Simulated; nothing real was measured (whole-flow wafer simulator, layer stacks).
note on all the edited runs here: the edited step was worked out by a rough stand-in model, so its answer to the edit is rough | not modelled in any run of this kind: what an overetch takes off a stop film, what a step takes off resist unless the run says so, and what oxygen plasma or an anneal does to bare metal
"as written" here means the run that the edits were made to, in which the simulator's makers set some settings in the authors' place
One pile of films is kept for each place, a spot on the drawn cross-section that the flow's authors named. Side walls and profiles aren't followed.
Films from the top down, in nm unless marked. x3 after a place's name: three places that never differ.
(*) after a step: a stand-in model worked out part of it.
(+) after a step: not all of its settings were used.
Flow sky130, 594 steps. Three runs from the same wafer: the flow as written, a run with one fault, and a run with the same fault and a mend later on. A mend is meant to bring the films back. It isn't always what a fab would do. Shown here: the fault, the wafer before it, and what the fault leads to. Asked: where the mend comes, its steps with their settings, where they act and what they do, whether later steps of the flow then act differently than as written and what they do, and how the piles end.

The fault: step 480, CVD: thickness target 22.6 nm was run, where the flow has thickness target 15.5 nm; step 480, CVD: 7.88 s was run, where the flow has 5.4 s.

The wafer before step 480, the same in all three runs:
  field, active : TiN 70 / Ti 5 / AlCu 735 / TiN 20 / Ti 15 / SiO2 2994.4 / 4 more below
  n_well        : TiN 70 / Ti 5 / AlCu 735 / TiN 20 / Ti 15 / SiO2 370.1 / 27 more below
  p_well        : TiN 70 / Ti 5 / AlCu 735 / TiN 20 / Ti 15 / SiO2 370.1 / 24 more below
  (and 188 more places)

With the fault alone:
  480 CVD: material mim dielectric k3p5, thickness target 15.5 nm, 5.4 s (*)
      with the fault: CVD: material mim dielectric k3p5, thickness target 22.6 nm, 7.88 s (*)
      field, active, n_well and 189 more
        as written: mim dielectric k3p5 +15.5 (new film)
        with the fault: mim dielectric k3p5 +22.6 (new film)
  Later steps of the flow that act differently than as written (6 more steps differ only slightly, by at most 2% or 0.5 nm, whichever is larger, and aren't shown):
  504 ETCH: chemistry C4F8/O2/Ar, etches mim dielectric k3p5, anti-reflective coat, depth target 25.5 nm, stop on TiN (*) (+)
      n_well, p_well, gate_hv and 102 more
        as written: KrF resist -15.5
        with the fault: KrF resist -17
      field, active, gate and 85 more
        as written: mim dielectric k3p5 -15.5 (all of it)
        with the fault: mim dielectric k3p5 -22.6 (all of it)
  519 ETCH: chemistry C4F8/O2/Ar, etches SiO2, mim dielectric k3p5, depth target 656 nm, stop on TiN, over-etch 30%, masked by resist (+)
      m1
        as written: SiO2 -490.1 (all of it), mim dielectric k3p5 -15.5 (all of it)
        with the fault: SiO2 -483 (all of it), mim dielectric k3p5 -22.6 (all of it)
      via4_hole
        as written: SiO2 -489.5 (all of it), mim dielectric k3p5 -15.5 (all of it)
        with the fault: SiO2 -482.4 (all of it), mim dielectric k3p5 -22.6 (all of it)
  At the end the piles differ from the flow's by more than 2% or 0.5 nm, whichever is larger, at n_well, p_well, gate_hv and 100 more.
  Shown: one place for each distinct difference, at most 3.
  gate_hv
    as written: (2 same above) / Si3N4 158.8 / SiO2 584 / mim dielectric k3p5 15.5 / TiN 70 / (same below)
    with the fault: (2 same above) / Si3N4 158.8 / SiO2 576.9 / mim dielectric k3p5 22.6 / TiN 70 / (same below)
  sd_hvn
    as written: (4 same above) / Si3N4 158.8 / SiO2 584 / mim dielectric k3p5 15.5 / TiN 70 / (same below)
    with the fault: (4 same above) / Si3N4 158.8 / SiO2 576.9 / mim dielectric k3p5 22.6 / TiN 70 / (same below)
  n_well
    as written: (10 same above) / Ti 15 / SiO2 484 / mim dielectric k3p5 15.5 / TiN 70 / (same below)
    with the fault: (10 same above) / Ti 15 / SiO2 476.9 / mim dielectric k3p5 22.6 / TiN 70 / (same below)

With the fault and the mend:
  The mend comes after step 480.
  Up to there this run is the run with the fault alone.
  480a ETCH: chemistry C4F8/O2/Ar, etches mim dielectric k3p5, anti-reflective coat, depth target 7.1 nm (*) (the flow's step 450 once more, with other settings)
      field, active, n_well and 189 more
        mim dielectric k3p5 -7.1
  No later step of the flow acts differently than as written at any place that is followed.
  At the end the piles are the same as the flow's at every place that both follow.
